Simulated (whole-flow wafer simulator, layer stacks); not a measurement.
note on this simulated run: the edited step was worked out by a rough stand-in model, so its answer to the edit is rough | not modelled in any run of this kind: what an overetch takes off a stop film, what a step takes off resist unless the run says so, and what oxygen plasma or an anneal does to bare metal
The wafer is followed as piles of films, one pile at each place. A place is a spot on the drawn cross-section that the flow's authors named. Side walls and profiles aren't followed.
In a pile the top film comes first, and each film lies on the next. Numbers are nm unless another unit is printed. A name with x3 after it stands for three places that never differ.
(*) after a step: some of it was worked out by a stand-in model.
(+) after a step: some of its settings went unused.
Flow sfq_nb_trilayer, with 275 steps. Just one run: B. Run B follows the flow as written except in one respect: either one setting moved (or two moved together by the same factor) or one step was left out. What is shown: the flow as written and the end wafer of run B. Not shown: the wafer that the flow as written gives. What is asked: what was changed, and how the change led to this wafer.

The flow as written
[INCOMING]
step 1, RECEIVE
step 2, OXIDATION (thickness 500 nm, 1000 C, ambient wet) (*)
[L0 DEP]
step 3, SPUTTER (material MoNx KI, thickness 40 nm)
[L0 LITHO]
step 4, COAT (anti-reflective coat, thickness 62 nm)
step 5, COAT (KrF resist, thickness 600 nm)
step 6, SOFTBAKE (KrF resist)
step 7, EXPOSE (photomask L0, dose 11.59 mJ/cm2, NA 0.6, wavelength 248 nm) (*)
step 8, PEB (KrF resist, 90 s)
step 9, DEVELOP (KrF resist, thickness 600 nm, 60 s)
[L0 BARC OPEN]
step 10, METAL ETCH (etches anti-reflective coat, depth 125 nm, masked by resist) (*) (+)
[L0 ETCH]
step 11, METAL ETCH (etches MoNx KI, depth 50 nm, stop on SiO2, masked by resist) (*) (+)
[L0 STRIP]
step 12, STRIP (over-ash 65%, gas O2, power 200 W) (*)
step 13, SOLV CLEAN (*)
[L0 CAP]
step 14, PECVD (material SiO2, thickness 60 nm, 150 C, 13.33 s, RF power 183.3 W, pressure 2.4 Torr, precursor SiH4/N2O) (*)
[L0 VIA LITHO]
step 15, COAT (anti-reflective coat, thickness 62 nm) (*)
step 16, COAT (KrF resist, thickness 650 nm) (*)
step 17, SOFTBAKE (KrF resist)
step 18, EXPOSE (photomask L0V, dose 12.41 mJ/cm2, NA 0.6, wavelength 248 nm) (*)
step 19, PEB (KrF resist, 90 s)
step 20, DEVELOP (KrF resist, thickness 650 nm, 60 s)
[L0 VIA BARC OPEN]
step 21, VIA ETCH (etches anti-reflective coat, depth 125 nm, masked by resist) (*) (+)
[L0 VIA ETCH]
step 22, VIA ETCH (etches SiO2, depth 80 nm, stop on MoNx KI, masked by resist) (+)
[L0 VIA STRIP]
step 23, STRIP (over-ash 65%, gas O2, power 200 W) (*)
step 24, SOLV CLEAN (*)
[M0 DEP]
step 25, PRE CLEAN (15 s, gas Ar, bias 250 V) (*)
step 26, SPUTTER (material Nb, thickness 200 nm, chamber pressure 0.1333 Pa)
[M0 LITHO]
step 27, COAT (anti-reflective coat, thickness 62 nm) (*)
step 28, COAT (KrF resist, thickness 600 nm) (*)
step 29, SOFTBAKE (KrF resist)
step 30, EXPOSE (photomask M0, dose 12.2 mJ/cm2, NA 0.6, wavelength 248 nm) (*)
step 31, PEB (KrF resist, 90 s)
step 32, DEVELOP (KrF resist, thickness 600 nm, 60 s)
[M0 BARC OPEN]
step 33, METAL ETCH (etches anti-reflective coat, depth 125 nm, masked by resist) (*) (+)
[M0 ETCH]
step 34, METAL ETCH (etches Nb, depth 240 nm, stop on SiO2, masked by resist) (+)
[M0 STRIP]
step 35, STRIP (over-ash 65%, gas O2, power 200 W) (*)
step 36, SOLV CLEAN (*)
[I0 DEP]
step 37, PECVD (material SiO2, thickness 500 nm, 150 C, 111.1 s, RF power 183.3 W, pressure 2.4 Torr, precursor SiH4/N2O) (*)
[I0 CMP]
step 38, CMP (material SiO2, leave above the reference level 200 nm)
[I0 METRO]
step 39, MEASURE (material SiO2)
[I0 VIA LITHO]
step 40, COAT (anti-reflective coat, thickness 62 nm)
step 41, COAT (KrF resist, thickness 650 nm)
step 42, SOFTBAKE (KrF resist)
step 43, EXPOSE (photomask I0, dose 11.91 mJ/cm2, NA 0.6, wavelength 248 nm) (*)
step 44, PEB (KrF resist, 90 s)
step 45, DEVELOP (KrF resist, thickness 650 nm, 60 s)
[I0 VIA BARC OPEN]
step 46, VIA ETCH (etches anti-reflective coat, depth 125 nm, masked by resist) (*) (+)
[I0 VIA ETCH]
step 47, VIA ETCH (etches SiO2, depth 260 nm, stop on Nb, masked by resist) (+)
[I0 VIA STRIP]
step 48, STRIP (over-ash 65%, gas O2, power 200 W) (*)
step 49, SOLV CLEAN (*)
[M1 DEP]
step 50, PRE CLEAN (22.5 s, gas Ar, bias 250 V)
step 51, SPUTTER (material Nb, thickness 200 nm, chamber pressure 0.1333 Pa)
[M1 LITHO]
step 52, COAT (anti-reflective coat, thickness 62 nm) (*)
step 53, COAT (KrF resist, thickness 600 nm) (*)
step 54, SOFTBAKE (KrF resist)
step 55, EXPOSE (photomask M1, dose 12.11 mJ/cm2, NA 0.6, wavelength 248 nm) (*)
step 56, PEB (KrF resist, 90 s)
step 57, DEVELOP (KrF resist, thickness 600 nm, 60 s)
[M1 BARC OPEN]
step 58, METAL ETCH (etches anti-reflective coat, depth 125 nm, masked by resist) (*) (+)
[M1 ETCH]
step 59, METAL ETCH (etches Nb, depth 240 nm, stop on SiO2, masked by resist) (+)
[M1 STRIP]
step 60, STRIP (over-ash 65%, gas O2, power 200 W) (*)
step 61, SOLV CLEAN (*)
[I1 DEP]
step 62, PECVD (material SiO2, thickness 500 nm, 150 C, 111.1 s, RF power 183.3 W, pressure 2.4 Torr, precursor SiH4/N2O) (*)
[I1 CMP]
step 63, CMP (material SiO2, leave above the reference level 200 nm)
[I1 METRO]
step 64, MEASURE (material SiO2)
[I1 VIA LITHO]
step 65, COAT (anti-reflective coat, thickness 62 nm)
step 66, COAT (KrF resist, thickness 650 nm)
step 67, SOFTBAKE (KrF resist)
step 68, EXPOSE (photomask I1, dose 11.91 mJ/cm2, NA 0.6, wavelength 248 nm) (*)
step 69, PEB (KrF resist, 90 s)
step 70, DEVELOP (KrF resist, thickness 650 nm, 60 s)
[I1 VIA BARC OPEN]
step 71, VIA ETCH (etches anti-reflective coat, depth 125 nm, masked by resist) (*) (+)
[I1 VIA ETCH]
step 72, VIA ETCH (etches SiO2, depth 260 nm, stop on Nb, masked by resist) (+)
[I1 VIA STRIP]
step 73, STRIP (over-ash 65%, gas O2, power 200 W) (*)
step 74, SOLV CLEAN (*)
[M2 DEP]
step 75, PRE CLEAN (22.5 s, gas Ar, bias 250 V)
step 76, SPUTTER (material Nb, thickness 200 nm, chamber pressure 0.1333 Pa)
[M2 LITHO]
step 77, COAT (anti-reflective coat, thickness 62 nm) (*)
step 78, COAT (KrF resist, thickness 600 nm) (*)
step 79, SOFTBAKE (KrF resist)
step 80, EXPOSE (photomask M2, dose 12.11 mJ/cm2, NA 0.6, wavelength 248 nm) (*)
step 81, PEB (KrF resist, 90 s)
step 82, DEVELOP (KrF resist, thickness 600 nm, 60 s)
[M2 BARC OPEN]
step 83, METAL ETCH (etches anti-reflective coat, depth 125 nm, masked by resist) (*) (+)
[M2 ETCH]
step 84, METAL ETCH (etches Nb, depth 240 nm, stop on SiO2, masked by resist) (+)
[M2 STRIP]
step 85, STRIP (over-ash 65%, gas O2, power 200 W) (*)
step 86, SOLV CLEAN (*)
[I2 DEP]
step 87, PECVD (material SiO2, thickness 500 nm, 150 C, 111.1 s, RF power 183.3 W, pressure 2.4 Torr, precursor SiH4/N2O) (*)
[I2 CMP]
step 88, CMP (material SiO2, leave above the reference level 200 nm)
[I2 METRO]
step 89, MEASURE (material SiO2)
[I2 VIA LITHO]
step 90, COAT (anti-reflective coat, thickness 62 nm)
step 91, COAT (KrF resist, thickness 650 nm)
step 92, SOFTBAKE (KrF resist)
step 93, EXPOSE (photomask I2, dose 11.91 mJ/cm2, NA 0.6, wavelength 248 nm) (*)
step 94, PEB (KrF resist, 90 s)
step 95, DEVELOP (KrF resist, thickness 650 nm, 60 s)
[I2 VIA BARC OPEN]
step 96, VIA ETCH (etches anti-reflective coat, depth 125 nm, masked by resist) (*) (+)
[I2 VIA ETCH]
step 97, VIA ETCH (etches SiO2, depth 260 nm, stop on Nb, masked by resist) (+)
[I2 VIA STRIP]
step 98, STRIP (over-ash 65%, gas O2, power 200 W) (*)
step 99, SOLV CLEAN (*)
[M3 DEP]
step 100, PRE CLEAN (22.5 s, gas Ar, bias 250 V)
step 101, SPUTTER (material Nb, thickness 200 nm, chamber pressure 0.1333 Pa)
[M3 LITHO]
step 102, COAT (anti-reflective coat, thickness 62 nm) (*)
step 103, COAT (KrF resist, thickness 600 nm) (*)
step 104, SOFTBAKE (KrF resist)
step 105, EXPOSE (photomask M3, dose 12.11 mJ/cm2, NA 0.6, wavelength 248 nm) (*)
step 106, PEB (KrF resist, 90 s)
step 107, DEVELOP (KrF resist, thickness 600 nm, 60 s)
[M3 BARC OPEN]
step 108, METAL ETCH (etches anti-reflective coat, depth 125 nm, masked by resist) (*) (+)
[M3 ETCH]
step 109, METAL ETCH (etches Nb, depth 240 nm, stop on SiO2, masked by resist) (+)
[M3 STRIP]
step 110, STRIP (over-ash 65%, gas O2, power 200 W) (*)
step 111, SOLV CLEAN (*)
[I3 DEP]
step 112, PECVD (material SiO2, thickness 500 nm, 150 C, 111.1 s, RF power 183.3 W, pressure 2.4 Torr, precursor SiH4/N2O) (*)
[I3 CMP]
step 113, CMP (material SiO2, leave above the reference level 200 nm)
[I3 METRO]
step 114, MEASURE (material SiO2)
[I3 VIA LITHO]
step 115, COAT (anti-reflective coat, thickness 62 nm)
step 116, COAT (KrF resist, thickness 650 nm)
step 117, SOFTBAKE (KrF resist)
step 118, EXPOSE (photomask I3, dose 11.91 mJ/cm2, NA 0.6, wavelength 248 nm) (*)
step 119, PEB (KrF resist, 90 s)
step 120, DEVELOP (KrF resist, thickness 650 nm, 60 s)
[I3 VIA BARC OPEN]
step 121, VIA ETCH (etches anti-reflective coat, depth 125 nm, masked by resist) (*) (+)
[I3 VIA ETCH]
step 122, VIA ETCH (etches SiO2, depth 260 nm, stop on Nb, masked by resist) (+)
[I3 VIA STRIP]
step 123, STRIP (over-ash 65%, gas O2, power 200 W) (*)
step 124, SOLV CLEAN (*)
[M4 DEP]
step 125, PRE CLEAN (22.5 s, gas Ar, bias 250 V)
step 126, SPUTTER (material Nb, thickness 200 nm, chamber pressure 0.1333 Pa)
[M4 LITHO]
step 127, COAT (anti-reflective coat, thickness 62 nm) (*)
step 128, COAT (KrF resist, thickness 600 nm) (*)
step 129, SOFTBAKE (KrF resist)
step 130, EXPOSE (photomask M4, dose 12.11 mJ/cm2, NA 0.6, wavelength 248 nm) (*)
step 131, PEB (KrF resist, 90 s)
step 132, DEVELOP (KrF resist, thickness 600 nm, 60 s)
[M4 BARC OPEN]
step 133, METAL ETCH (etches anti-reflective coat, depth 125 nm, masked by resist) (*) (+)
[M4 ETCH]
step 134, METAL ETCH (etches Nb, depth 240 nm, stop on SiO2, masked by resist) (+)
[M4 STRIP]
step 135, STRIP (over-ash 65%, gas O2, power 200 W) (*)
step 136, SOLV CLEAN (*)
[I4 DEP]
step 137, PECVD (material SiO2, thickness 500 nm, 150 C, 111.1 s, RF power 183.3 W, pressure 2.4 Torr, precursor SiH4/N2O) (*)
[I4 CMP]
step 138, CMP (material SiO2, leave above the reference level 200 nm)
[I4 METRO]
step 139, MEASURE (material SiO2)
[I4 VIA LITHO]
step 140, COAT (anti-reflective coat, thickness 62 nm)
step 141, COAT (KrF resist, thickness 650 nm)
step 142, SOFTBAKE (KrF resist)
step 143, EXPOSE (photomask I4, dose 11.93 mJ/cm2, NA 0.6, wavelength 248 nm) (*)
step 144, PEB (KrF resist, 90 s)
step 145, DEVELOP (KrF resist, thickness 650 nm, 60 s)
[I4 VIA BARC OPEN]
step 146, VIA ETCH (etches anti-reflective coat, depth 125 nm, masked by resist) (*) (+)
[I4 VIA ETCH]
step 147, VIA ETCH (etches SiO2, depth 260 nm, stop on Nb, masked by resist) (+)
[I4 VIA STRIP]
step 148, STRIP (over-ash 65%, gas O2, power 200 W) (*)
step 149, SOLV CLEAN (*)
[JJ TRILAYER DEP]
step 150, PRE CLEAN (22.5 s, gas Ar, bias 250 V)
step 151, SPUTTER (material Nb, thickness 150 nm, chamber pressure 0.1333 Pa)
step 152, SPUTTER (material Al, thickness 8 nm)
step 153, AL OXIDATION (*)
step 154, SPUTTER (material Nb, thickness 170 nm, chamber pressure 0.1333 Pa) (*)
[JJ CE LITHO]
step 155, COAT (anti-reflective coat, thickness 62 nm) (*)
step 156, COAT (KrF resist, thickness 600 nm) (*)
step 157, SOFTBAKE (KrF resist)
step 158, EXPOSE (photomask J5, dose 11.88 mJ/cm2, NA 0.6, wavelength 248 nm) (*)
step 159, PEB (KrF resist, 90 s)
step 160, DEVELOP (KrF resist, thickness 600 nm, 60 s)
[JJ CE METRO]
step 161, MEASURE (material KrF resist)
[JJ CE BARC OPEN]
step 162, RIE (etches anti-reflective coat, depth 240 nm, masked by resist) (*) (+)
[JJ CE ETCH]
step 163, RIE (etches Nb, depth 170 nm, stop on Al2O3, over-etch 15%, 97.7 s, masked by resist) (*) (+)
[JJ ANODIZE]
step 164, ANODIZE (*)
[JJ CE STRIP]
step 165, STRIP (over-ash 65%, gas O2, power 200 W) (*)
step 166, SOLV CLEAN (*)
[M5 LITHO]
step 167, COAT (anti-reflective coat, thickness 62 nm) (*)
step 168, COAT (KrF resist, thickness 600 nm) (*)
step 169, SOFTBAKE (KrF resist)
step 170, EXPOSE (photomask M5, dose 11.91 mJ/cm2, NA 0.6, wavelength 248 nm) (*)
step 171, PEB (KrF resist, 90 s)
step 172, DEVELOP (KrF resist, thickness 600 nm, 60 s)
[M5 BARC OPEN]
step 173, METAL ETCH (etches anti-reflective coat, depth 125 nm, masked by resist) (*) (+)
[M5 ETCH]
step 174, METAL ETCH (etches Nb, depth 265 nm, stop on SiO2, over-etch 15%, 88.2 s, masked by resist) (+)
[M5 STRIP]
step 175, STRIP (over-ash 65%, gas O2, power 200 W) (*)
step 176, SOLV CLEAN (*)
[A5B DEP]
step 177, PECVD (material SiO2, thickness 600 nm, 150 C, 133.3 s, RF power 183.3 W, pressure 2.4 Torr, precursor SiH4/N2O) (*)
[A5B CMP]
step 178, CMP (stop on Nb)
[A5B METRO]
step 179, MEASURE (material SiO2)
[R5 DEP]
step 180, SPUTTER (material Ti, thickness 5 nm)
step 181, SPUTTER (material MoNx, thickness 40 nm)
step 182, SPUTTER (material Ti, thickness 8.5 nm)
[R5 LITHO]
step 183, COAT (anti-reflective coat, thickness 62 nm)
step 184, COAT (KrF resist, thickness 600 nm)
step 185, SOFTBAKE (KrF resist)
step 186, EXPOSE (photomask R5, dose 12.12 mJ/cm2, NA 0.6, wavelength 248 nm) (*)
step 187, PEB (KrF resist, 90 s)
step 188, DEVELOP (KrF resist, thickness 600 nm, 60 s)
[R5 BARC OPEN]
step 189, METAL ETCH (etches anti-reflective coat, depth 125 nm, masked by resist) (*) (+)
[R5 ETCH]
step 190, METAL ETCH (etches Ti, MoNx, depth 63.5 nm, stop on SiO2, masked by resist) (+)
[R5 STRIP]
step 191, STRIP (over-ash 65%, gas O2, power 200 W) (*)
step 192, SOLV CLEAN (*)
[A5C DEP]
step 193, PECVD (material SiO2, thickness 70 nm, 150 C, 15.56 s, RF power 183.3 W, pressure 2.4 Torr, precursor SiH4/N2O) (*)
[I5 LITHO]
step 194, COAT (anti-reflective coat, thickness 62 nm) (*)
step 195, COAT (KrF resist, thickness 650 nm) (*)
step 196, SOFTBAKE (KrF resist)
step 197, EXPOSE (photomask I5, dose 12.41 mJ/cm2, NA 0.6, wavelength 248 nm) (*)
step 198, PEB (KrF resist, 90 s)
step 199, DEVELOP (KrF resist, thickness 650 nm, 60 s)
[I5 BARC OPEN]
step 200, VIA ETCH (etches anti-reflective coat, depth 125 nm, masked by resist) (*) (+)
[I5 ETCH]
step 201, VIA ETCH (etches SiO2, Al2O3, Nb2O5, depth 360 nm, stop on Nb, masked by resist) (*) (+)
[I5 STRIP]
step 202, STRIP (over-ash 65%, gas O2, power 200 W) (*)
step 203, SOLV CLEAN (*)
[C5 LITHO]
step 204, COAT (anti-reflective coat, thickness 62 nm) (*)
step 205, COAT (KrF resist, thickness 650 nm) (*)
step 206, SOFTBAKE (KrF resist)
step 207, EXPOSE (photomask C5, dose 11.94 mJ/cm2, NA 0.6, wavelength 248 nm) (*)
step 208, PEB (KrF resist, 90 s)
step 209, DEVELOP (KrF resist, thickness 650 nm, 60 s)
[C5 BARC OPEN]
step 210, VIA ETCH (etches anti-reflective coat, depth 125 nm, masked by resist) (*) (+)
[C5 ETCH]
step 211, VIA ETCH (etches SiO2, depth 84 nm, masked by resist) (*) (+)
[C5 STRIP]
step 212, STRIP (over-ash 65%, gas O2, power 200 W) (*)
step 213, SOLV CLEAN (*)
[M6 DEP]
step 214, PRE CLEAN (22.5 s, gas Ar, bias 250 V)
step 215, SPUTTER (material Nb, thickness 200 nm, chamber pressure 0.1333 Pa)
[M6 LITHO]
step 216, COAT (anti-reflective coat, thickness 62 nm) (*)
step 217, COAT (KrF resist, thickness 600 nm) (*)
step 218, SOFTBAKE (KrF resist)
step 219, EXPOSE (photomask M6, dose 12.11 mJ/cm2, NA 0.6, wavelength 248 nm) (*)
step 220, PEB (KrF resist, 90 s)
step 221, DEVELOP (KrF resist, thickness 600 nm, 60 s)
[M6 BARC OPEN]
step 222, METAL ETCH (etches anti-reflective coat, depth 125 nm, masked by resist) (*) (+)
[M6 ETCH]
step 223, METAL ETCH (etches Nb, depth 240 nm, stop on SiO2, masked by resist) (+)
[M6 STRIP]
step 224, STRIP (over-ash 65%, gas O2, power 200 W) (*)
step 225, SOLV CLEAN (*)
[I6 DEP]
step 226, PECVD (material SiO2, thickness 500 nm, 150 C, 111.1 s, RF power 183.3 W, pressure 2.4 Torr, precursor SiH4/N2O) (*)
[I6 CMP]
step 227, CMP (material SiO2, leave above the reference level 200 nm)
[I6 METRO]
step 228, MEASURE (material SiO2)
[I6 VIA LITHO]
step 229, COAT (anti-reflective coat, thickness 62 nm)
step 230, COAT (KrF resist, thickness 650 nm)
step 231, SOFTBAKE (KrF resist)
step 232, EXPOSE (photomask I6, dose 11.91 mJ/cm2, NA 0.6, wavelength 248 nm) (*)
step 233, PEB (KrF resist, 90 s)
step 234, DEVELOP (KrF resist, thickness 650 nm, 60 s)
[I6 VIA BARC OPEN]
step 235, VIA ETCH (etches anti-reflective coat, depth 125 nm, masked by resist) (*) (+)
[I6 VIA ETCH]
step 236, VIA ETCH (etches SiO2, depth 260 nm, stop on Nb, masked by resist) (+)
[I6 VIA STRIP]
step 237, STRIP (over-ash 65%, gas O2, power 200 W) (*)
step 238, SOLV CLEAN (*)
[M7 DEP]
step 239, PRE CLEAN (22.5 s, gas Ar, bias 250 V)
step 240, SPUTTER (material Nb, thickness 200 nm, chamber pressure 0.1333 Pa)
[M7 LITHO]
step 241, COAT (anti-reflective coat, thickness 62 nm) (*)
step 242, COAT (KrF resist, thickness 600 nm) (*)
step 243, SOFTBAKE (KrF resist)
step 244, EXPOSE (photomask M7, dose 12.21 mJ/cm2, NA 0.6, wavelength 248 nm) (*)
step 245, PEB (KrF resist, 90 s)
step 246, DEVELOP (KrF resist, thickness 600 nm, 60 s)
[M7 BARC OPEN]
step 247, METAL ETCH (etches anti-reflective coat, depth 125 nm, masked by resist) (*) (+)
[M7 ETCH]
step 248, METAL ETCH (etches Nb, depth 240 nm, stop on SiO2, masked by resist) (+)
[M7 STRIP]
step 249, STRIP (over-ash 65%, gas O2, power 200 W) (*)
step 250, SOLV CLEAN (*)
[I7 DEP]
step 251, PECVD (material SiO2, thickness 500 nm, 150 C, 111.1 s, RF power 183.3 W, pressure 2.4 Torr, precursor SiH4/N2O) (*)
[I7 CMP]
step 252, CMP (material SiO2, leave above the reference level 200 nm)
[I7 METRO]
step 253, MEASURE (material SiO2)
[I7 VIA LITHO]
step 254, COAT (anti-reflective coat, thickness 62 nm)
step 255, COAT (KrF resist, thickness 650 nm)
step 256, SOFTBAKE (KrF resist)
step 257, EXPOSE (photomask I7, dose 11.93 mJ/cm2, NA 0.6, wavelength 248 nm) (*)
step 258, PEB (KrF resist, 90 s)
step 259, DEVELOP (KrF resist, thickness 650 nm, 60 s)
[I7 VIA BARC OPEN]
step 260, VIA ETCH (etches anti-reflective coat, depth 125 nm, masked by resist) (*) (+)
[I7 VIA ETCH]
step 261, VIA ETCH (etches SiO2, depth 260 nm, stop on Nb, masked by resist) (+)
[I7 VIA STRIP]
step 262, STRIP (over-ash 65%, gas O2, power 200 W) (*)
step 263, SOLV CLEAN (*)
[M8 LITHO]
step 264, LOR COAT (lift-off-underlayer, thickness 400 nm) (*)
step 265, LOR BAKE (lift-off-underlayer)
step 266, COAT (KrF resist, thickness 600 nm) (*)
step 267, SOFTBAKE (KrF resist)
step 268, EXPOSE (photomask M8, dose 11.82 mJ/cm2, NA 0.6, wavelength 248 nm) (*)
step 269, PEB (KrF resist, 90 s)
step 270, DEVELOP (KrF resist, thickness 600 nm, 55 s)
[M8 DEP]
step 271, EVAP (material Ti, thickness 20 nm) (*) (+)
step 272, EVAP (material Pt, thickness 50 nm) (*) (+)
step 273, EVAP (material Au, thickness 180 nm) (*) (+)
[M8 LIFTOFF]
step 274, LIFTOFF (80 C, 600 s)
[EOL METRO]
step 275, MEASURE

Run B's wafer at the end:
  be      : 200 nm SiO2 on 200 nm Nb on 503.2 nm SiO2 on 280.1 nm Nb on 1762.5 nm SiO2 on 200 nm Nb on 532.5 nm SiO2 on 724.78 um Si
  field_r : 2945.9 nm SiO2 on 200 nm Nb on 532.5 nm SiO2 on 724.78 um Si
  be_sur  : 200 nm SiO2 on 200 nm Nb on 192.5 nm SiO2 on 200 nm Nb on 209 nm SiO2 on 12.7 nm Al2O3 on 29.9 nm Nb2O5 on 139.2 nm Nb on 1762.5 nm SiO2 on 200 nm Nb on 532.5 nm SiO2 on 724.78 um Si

What caused this: step 14, PECVD: thickness 37.5 nm was run, though the flow has thickness 60 nm; step 14, PECVD: 8.333 s was run, where the flow has 13.33 s.

The path from the change to this, step by step:
  step 14, PECVD (material SiO2, thickness 60 nm, 150 C, 13.33 s, RF power 183.3 W, pressure 2.4 Torr, precursor SiH4/N2O) (*)
      v_sur, via_wl, via_w and 97 more: SiO2 gains 37.5 (in the flow as written it would be: SiO2 gains 60)
      field_l, l0_sur, l0v, l0r_line_l, l0r_line_c, l0r_line_r: SiO2 gains 37.5 (new film) (in the flow as written it would be: SiO2 gains 60 (new film))
  step 22, VIA ETCH (etches SiO2, depth 80 nm, stop on MoNx KI, masked by resist) (+)
      field_l, v_sur, via_wl and 102 more: KrF resist loses 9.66 (in the flow as written it would be: KrF resist loses 13.8)
      l0v: SiO2 loses 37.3 (all of it) (in the flow as written it would be: SiO2 loses 59.8 (all of it))
  step 26, SPUTTER (material Nb, thickness 200 nm, chamber pressure 0.1333 Pa)
      l0v: Nb gains 200 (new film) (in the flow as written it would be: Nb gains 195.7 (new film))
  step 27, COAT (anti-reflective coat, thickness 62 nm) (*)
      l0_sur: anti-reflective coat gains 50 (new film) (in the flow as written it would be: anti-reflective coat gains 47.5 (new film))
      l0v: anti-reflective coat gains 70.8 (new film) (in the flow as written it would be: anti-reflective coat gains 78 (new film))
  step 28, COAT (KrF resist, thickness 600 nm) (*)
      l0v: KrF resist gains 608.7 (new film) (in the flow as written it would be: KrF resist gains 622.9 (new film))
  step 35, STRIP (over-ash 65%, gas O2, power 200 W) (*)
      l0_sur: KrF resist loses 373.4 (all of it), anti-reflective coat loses 50 (all of it) (in the flow as written it would be: KrF resist loses 372 (all of it), anti-reflective coat loses 47.5 (all of it))
      l0v: KrF resist loses 391 (all of it), anti-reflective coat loses 70.8 (all of it) (in the flow as written it would be: KrF resist loses 405.3 (all of it), anti-reflective coat loses 78 (all of it))
  step 38, CMP (material SiO2, leave above the reference level 200 nm)
      l0v: SiO2 loses 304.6 (in the flow as written it would be: SiO2 loses 277.8)
